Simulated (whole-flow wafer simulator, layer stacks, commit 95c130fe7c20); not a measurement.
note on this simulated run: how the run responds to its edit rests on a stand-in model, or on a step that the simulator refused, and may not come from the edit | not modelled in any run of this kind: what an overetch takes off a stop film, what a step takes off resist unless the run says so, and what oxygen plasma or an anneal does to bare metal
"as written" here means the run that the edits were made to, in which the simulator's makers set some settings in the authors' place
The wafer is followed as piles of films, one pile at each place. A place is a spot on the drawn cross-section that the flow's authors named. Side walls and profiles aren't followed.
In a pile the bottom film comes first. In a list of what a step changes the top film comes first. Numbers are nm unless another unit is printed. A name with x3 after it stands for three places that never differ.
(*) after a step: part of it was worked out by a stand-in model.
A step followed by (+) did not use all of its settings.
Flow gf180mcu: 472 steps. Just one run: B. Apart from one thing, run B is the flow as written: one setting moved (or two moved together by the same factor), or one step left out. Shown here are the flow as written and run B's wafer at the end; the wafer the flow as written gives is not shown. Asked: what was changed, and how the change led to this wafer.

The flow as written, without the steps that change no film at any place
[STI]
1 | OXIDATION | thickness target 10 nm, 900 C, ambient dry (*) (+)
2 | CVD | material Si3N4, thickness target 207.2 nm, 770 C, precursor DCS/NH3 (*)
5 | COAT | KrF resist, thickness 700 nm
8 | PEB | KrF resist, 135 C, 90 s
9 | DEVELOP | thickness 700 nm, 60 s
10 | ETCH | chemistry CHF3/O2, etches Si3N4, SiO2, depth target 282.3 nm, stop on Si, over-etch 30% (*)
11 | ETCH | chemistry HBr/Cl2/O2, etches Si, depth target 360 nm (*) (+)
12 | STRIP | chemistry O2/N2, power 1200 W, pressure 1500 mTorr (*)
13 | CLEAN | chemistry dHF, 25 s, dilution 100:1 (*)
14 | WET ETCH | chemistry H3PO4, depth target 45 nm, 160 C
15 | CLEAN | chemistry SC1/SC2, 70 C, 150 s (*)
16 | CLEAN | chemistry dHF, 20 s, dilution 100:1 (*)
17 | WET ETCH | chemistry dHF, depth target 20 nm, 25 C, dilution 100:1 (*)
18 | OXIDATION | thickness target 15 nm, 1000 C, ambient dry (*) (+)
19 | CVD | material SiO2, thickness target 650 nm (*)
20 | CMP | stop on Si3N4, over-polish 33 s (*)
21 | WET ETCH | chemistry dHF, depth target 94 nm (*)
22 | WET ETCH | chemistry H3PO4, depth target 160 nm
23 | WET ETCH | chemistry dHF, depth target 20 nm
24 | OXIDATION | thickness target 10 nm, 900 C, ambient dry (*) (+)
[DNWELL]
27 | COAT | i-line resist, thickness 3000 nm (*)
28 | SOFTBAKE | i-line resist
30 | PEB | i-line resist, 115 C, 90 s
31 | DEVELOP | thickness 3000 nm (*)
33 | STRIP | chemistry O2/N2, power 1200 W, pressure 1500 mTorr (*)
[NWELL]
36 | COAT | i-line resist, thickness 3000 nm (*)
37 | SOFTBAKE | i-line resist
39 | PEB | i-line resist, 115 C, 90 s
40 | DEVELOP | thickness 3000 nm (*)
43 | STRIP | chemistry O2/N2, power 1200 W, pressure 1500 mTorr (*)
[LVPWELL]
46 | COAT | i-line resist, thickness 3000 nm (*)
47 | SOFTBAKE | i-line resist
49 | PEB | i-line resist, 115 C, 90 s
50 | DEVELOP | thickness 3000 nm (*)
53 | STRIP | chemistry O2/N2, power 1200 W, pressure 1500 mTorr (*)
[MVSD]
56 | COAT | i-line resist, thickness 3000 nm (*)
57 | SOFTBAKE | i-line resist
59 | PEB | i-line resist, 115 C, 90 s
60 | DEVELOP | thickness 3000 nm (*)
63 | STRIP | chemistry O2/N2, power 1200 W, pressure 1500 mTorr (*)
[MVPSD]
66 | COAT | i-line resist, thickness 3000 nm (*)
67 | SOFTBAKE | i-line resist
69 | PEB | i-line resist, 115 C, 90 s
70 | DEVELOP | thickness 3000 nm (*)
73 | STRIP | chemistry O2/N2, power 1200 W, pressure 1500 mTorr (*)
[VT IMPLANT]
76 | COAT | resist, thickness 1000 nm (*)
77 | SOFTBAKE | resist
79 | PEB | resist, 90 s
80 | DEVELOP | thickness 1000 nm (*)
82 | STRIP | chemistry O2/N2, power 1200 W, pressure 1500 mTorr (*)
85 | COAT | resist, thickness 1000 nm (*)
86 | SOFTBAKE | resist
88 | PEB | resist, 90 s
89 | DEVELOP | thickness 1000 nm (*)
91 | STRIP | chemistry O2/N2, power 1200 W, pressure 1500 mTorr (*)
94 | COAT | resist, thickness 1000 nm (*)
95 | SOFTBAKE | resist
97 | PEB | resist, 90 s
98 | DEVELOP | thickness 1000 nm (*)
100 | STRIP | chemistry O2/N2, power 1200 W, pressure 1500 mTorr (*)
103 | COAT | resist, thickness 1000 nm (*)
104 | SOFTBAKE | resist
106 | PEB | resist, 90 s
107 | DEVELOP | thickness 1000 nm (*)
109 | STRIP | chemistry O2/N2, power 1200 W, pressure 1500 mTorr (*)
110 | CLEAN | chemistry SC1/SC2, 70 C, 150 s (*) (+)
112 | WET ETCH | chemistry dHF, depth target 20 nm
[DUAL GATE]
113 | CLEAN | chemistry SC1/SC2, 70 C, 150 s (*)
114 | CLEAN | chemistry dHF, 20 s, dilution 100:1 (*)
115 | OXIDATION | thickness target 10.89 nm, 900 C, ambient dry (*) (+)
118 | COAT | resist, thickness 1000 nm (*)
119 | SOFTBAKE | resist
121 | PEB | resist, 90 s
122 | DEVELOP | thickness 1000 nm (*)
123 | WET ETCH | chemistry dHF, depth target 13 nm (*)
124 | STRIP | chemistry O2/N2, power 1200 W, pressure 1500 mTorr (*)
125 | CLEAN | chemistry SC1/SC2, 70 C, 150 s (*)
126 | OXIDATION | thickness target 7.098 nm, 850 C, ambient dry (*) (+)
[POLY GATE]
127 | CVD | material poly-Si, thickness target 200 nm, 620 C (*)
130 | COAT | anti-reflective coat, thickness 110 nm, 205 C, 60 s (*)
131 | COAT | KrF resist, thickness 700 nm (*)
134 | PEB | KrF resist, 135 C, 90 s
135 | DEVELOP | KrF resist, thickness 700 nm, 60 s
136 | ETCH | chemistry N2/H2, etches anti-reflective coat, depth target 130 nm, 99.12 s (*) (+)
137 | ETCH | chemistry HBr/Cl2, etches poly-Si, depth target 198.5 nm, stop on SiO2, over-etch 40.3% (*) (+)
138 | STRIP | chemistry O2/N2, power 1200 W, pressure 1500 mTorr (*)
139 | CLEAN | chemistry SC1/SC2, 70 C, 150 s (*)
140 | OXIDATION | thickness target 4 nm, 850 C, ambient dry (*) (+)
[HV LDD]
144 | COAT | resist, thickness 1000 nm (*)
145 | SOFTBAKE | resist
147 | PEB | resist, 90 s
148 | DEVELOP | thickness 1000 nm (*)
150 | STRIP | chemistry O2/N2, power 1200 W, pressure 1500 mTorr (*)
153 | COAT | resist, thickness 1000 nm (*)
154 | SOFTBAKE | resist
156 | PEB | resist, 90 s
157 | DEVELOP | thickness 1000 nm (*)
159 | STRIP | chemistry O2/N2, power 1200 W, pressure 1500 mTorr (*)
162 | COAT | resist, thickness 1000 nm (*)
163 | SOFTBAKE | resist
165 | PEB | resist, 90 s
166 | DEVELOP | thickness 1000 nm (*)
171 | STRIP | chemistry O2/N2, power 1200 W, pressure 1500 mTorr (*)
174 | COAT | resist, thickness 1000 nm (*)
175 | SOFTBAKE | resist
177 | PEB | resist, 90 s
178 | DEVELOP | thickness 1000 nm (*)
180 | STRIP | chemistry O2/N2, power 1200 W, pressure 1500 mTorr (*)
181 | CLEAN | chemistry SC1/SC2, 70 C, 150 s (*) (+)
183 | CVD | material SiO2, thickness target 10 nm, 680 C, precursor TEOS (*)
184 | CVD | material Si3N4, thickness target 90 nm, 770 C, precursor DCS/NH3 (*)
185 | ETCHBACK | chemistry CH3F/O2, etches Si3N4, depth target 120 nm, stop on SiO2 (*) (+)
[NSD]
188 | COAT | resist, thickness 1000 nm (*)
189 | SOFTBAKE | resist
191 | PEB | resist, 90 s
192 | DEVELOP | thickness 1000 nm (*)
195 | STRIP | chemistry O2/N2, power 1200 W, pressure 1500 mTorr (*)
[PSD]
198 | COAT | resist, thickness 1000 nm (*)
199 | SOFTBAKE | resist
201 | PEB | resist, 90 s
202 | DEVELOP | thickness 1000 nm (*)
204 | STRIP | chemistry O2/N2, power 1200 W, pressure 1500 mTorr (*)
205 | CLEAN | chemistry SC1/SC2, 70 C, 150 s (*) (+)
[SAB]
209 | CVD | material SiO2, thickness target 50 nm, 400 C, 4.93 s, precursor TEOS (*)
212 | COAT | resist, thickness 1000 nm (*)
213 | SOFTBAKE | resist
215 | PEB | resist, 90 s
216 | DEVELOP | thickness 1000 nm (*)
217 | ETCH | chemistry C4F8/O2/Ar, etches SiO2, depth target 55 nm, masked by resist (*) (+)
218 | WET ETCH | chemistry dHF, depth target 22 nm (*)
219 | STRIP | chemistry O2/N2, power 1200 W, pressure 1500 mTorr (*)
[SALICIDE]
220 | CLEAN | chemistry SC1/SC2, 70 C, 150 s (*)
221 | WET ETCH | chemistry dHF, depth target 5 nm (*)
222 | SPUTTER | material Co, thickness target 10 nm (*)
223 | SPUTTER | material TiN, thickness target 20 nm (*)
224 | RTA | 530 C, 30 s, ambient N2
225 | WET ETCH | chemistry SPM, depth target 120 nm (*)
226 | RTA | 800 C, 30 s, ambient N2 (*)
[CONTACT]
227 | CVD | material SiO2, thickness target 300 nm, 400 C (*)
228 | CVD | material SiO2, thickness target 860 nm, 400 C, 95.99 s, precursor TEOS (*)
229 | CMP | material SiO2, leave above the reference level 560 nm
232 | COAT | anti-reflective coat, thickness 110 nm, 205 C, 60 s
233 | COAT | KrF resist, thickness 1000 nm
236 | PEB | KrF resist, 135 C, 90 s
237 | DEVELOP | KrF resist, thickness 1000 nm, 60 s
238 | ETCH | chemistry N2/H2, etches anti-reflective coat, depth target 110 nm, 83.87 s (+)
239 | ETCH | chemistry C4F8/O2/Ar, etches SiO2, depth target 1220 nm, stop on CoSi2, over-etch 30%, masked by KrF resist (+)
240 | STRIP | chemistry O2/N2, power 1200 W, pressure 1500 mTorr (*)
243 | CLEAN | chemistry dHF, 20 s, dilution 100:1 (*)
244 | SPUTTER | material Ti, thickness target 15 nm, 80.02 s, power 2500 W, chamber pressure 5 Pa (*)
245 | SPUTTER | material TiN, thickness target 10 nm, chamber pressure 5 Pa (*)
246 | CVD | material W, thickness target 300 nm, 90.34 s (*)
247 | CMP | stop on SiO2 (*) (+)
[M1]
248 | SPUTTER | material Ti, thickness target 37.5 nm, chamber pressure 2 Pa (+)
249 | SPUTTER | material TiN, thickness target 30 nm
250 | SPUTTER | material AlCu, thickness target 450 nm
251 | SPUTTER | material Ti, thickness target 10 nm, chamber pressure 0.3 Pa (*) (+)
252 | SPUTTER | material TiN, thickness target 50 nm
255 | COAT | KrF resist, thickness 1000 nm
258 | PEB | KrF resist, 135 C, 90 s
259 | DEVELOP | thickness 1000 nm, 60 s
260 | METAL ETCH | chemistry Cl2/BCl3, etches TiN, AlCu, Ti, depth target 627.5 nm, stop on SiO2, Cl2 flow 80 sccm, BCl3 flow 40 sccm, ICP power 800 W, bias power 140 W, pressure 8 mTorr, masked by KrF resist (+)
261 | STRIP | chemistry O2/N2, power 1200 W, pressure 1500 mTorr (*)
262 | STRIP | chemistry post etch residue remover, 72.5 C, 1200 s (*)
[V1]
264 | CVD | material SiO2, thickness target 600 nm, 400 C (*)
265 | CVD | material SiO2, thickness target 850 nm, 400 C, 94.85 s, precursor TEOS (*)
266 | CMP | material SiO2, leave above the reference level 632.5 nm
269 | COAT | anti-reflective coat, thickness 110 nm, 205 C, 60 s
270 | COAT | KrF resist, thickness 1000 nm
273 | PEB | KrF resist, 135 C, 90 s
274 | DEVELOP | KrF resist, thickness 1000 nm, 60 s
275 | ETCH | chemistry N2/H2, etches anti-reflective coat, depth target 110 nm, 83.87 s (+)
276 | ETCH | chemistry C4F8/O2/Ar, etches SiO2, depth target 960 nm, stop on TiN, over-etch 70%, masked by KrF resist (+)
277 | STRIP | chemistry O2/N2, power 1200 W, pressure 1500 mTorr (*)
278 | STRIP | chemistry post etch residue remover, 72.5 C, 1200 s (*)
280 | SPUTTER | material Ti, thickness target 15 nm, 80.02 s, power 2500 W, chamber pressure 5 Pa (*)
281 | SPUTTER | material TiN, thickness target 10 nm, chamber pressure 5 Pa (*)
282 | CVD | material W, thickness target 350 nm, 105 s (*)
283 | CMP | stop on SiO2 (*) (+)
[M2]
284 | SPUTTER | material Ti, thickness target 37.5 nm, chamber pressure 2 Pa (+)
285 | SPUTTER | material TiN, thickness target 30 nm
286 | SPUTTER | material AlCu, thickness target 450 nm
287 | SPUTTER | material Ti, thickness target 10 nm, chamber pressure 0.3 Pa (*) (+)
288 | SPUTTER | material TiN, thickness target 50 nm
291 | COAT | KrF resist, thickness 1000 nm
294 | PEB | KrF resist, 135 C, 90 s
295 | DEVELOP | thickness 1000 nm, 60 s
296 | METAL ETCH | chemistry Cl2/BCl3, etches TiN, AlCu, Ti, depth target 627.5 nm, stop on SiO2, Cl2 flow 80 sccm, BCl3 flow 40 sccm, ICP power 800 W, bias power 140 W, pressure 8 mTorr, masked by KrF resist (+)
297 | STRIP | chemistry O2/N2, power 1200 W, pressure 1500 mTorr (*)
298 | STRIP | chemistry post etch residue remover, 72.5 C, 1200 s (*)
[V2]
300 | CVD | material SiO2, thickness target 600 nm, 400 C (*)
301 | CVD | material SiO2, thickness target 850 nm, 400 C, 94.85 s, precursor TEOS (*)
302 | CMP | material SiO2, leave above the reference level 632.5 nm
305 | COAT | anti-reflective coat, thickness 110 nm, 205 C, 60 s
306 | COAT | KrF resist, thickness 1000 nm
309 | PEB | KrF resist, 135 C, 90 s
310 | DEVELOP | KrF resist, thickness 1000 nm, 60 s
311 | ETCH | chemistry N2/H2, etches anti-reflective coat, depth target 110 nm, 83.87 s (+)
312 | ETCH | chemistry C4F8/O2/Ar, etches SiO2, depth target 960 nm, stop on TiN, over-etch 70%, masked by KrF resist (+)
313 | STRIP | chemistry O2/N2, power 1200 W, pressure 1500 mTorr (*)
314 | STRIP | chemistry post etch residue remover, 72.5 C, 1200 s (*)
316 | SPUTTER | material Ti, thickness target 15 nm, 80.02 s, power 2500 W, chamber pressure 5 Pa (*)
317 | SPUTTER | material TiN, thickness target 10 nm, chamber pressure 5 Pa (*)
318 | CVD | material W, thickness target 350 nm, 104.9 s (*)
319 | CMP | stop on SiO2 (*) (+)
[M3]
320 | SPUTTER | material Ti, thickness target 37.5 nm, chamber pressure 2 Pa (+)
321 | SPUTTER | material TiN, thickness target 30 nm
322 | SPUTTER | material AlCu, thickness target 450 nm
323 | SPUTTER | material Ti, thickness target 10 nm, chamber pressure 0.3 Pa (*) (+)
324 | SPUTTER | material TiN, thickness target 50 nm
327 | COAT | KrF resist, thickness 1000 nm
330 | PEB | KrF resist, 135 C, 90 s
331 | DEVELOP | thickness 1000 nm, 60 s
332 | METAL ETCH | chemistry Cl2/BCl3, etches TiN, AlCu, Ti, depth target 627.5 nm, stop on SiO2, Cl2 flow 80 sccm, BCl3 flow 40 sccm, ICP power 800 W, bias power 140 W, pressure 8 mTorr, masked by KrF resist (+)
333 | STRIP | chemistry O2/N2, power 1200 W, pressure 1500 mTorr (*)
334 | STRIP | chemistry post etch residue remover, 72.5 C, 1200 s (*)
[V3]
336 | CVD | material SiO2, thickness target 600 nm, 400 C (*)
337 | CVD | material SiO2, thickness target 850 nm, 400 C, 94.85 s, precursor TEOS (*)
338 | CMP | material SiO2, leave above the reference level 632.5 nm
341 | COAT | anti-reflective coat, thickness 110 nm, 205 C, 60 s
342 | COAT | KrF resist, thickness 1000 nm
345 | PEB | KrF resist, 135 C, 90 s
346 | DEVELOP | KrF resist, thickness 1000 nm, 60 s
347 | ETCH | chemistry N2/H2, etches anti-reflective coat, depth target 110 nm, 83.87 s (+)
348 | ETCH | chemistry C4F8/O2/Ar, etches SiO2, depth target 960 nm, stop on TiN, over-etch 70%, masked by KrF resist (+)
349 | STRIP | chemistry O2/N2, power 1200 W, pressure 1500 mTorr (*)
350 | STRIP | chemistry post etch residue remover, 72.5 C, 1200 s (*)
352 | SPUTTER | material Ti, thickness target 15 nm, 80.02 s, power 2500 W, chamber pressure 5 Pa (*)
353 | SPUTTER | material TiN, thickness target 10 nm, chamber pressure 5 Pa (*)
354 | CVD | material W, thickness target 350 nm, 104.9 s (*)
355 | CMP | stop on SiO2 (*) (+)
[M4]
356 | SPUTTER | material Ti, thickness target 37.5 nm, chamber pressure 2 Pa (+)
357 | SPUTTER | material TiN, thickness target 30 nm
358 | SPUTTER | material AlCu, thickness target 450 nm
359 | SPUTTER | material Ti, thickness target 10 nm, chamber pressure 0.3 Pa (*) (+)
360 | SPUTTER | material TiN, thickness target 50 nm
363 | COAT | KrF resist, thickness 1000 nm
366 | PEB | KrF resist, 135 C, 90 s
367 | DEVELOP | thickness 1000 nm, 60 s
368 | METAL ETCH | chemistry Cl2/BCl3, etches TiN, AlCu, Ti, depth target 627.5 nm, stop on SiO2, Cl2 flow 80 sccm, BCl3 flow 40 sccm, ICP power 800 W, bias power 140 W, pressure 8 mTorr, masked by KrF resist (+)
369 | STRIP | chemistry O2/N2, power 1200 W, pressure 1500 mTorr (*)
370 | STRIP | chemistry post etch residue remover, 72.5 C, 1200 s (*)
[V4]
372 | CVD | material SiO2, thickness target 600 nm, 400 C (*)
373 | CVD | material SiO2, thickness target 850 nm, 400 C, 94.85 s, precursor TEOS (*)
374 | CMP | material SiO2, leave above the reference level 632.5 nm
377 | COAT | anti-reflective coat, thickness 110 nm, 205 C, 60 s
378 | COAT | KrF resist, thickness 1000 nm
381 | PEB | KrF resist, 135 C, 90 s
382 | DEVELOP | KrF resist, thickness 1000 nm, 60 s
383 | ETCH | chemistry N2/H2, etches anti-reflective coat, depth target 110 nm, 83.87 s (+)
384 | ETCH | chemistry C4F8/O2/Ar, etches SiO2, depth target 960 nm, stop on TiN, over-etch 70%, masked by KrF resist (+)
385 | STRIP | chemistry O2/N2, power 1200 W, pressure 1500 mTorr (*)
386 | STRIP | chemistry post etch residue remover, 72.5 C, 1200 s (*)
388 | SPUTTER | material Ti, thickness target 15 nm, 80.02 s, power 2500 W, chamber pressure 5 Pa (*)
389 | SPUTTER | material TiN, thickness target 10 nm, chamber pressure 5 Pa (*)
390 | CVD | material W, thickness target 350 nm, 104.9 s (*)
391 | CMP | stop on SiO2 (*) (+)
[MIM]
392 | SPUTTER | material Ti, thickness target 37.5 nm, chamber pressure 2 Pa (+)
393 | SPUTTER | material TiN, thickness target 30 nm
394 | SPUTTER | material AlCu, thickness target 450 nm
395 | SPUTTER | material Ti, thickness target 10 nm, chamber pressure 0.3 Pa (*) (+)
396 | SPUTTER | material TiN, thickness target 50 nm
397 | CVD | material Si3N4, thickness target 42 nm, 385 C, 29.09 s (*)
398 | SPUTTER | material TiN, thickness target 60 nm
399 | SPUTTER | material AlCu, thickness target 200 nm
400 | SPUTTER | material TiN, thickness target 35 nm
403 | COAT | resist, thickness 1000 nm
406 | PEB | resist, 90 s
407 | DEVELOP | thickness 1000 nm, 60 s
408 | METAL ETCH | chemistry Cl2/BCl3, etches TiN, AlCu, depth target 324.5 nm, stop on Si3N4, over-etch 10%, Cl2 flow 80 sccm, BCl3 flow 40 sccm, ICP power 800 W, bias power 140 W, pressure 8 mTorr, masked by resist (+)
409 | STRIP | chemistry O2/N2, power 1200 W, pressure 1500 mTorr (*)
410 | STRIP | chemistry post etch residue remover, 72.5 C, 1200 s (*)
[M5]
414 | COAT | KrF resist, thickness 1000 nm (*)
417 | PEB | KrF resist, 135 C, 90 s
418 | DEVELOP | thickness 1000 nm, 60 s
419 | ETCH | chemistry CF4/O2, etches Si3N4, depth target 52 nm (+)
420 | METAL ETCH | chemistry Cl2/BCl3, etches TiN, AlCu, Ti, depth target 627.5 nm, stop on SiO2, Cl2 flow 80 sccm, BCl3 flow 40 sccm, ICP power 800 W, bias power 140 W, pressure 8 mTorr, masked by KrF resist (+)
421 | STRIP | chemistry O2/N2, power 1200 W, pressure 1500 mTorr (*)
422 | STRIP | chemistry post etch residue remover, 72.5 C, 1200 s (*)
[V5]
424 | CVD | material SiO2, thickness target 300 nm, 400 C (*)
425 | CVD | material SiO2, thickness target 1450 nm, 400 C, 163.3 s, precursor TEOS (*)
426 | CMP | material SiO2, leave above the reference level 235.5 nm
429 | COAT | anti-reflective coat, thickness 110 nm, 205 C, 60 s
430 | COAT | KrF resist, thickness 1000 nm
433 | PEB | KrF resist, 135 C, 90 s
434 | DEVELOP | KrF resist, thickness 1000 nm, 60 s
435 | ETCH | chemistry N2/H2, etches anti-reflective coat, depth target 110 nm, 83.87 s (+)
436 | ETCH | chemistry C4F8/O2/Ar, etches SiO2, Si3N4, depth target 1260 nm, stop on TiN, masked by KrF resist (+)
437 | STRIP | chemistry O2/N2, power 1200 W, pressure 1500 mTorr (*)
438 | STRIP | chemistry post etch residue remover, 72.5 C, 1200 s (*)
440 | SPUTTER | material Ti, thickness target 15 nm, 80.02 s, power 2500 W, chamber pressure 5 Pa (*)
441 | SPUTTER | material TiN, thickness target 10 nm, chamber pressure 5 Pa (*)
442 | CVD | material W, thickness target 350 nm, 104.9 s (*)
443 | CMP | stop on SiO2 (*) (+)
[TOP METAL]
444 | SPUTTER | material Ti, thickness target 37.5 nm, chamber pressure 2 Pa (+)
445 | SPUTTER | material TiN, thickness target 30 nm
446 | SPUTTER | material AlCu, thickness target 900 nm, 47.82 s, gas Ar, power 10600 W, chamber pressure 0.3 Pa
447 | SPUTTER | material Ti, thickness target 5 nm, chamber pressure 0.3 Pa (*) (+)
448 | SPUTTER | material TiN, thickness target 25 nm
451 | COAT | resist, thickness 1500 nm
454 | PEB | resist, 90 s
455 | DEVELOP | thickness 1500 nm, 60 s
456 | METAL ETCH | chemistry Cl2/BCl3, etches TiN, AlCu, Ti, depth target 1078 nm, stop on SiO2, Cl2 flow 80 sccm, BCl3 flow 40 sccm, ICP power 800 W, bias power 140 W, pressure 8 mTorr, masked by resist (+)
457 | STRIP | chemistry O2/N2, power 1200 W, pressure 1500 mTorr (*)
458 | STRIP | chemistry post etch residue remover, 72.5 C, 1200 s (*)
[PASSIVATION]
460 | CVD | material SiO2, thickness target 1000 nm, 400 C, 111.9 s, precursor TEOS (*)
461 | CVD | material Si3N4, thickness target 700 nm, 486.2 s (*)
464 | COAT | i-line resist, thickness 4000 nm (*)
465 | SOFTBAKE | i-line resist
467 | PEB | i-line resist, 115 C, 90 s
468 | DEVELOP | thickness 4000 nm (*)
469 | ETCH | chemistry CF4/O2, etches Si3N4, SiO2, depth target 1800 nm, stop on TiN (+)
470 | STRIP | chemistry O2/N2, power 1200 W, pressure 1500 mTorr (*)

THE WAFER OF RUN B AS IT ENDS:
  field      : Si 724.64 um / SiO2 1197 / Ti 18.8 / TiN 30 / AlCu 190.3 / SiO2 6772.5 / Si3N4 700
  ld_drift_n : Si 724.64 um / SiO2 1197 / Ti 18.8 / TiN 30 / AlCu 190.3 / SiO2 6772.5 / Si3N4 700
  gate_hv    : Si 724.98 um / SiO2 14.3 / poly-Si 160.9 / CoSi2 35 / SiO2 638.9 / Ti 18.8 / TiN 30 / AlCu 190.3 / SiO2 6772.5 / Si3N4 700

What caused this: step 248, SPUTTER: thickness target 18.8 nm was run, whereas the flow has thickness target 37.5 nm; step 260, METAL ETCH: depth target 314 nm was run, where the flow has depth target 627.5 nm.

The path from the change to this, step by step:
  248 | SPUTTER | material Ti, thickness target 37.5 nm, chamber pressure 2 Pa (+)
      field, field__w1, field__w2 and 108 more: Ti gains 18.8 (new film) (as written it would have been: Ti gains 37.5 (new film))
  260 | METAL ETCH | chemistry Cl2/BCl3, etches TiN, AlCu, Ti, depth target 627.5 nm, stop on SiO2, Cl2 flow 80 sccm, BCl3 flow 40 sccm, ICP power 800 W, bias power 140 W, pressure 8 mTorr, masked by KrF resist (+)
      field, field__w1, field__w2 and 99 more: TiN loses 50 (all of it), Ti loses 10 (all of it), AlCu loses 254 (as written it would have been: TiN loses 50 (all of it), Ti loses 10 (all of it), AlCu loses 450 (all of it), TiN loses 30 (all of it), Ti loses 37.5 (all of it))
      field__w8, contact, m1 and 6 more: KrF resist loses 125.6 (as written it would have been: KrF resist loses 251)
  261 | STRIP | chemistry O2/N2, power 1200 W, pressure 1500 mTorr (*)
      field__w8, contact, m1 and 6 more: KrF resist loses 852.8 (all of it) (as written it would have been: KrF resist loses 727.4 (all of it))
  262 | STRIP | chemistry post etch residue remover, 72.5 C, 1200 s (*)
      field, field__w1, field__w2 and 99 more: AlCu loses 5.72 (as written it would have been: nothing)
  264 | CVD | material SiO2, thickness target 600 nm, 400 C (*)
      field, field__w1, field__w2 and 99 more: SiO2 gains 600 (new film) (as written it would have been: SiO2 gains 600)
  266 | CMP | material SiO2, leave above the reference level 632.5 nm
      field, field__w1, field__w2 and 99 more: SiO2 loses 557.8 (as written it would have been: SiO2 loses 300)
With metal films that touch counted as one body, field has 1 body; the flow as written gives 0 bodies.
With metal films that touch counted as one body, ld_drift_n has 1 body; the flow as written gives 0 bodies.
With metal films that touch counted as one body, gate_hv has 2 bodies (between them, from the top down: SiO2 638.9); the flow as written gives 1 body.
